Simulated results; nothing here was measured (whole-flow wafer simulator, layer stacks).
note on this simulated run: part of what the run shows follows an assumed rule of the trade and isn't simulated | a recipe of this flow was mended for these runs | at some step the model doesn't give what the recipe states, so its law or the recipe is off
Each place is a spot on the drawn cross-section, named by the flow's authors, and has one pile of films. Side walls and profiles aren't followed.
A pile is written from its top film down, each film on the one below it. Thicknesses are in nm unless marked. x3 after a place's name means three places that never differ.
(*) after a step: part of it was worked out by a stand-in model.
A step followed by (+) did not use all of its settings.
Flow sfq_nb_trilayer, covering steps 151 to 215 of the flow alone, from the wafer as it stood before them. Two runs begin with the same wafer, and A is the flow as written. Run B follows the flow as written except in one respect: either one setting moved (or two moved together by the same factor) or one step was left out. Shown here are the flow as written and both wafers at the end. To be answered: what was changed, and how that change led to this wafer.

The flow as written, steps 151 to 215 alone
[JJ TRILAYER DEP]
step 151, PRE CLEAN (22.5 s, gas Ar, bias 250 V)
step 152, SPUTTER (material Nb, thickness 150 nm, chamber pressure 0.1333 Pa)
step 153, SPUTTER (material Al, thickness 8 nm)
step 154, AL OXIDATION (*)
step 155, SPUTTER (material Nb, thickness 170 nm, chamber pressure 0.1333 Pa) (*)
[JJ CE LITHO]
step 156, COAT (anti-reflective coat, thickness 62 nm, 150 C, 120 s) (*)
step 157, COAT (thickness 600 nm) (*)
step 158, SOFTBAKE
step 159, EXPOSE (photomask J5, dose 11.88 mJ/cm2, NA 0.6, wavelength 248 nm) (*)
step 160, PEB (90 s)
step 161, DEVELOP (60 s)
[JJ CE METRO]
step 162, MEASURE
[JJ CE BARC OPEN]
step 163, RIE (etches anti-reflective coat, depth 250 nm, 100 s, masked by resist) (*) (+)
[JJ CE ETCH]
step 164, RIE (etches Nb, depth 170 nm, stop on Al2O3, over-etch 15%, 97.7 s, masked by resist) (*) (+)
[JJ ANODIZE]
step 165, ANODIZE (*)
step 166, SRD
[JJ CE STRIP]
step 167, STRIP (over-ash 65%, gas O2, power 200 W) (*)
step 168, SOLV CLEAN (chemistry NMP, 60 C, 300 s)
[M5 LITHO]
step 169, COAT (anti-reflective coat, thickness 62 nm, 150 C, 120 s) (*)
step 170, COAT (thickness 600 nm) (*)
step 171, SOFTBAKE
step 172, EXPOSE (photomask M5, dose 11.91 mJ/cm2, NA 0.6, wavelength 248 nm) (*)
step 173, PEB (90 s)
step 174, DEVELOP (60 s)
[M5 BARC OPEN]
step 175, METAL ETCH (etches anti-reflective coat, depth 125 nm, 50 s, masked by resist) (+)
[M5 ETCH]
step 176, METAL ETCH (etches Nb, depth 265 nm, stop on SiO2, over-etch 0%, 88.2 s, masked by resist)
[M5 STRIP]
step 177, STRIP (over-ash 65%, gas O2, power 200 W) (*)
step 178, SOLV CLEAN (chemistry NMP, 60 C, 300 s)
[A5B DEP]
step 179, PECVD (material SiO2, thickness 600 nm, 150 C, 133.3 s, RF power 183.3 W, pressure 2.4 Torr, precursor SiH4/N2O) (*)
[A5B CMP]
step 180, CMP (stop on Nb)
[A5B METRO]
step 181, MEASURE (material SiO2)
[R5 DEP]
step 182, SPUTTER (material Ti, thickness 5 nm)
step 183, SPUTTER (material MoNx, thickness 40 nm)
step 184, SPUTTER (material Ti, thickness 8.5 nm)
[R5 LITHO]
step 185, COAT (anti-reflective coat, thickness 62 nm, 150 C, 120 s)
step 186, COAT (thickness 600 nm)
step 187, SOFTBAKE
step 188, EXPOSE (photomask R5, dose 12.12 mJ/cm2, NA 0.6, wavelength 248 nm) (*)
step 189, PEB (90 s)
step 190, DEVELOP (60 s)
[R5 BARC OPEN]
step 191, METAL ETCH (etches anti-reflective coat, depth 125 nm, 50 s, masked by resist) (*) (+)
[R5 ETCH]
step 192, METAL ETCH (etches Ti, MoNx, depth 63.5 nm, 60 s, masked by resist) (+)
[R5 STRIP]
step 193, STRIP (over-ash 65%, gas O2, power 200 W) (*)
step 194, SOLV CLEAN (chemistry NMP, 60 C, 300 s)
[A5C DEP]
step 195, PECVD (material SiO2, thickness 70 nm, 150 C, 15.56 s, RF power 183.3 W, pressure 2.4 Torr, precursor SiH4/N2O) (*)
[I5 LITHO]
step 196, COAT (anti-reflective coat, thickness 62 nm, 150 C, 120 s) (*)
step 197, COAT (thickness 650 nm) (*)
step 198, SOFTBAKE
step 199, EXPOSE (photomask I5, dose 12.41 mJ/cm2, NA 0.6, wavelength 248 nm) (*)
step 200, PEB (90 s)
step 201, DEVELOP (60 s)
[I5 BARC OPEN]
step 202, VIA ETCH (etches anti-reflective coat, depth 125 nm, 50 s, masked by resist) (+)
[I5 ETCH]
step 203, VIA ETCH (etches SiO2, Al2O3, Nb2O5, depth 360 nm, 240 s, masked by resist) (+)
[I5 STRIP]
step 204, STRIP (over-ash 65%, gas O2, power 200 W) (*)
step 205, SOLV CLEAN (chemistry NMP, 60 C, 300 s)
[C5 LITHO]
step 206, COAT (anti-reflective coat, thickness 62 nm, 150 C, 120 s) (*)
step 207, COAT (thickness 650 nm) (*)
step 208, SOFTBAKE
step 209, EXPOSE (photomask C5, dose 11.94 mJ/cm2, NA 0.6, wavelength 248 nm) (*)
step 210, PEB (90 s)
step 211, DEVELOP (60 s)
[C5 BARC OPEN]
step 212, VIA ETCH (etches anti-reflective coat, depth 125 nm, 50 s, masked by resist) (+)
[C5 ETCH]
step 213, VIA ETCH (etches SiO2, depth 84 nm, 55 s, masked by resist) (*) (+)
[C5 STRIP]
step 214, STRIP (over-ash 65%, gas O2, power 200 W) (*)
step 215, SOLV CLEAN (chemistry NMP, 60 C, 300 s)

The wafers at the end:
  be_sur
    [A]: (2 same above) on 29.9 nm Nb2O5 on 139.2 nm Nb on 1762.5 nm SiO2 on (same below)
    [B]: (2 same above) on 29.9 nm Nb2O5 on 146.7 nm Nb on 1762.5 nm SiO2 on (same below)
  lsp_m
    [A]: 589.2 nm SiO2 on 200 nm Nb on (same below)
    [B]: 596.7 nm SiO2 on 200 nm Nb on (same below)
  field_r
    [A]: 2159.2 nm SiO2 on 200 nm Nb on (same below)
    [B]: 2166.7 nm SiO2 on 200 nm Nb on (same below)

What caused this: step 152, SPUTTER: thickness 157.5 nm was run, while the flow as written has thickness 150 nm.

The path from the change to this, step by step:
  step 152, SPUTTER (material Nb, thickness 150 nm, chamber pressure 0.1333 Pa)
      field_l, v_sur, via_sp and 100 more: A Nb gains 150 (new film) | B Nb gains 157.5 (new film)
      via_wl, via_w, via_wr: A Nb gains 129.8 | B Nb gains 136.3
  step 176, METAL ETCH (etches Nb, depth 265 nm, stop on SiO2, over-etch 0%, 88.2 s, masked by resist)
      field_l, res, r_end and 47 more: A Al2O3 loses 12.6 (all of it), Nb2O5 loses 29.9 (all of it), Nb loses 139.2 (all of it), SiO2 loses 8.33 | B Al2O3 loses 12.6 (all of it), Nb2O5 loses 29.9 (all of it), Nb loses 146.7 (all of it), SiO2 loses 7.58
      r_sur, wl_a_sl, wl_a_m6: A Al2O3 loses 12.5 (all of it), Nb2O5 loses 29.9 (all of it), Nb loses 139.2 (all of it), SiO2 loses 8.33 | B Al2O3 loses 12.5 (all of it), Nb2O5 loses 29.9 (all of it), Nb loses 146.7 (all of it), SiO2 loses 7.58
  step 180, CMP (stop on Nb)
      field_l, p4_fl x5, p4_w1 x9 and 27 more: A SiO2 loses 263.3 | B SiO2 loses 256.5
      r_sur, res, r_end, moat, field_r, lsp_l: A SiO2 loses 256.4 | B SiO2 loses 249.4
      (and at 5 other places as well)
